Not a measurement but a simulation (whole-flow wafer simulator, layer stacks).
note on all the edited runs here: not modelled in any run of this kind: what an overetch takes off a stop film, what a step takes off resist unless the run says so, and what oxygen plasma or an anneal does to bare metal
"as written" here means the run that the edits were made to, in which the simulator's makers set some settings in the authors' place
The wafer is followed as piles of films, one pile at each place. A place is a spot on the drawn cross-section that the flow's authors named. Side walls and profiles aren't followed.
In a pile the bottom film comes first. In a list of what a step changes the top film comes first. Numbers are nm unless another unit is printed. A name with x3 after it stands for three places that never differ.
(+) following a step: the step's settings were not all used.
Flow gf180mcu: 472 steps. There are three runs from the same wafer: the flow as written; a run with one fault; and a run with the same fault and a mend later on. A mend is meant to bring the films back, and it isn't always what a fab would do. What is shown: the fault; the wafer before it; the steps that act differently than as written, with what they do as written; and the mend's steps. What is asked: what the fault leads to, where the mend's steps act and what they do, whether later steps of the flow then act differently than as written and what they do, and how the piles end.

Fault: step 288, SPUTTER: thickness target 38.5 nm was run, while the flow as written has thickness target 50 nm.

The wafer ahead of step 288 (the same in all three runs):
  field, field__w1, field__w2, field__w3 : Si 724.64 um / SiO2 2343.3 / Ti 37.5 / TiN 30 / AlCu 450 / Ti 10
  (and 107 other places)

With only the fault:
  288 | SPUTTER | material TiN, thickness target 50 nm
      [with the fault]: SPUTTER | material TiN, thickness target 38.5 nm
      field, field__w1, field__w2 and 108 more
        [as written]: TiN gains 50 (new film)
        [with the fault]: TiN gains 38.5 (new film)
  Later steps of the flow acting differently than as written (5 other steps are not shown; they differ only slightly, by no more than 2% or 0.5 nm, whichever is larger):
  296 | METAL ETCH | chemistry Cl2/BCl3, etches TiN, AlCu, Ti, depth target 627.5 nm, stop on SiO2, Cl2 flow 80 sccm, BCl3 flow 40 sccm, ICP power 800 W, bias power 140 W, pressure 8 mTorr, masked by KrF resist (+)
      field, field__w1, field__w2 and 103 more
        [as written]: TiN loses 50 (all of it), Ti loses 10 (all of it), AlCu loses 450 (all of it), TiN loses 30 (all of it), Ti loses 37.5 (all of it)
        [with the fault]: TiN loses 38.5 (all of it), Ti loses 10 (all of it), AlCu loses 450 (all of it), TiN loses 30 (all of it), Ti loses 37.5 (all of it)
  By the end, the piles at field__w8, contact, m1, m1__w1, m1_nw depart from the flow's by more than 2% or 0.5 nm, whichever is larger.
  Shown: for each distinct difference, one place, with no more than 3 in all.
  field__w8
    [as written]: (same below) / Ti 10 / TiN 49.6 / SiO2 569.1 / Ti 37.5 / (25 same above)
    [with the fault]: (same below) / Ti 10 / TiN 38.1 / SiO2 580.6 / Ti 37.5 / (25 same above)
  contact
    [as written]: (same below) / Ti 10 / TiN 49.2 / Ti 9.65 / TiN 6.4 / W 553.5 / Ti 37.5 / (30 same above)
    [with the fault]: (same below) / Ti 10 / TiN 37.7 / Ti 9.59 / TiN 6.36 / W 565.1 / Ti 37.5 / (30 same above)

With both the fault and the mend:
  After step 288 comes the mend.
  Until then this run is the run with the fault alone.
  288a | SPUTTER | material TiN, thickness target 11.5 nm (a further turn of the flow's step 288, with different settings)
      field, field__w1, field__w2 and 108 more
        TiN gains 11.5
  None of the later steps of the flow acts differently than as written at any place that is followed.
  At every place that both follow, the piles at the end match the flow's.
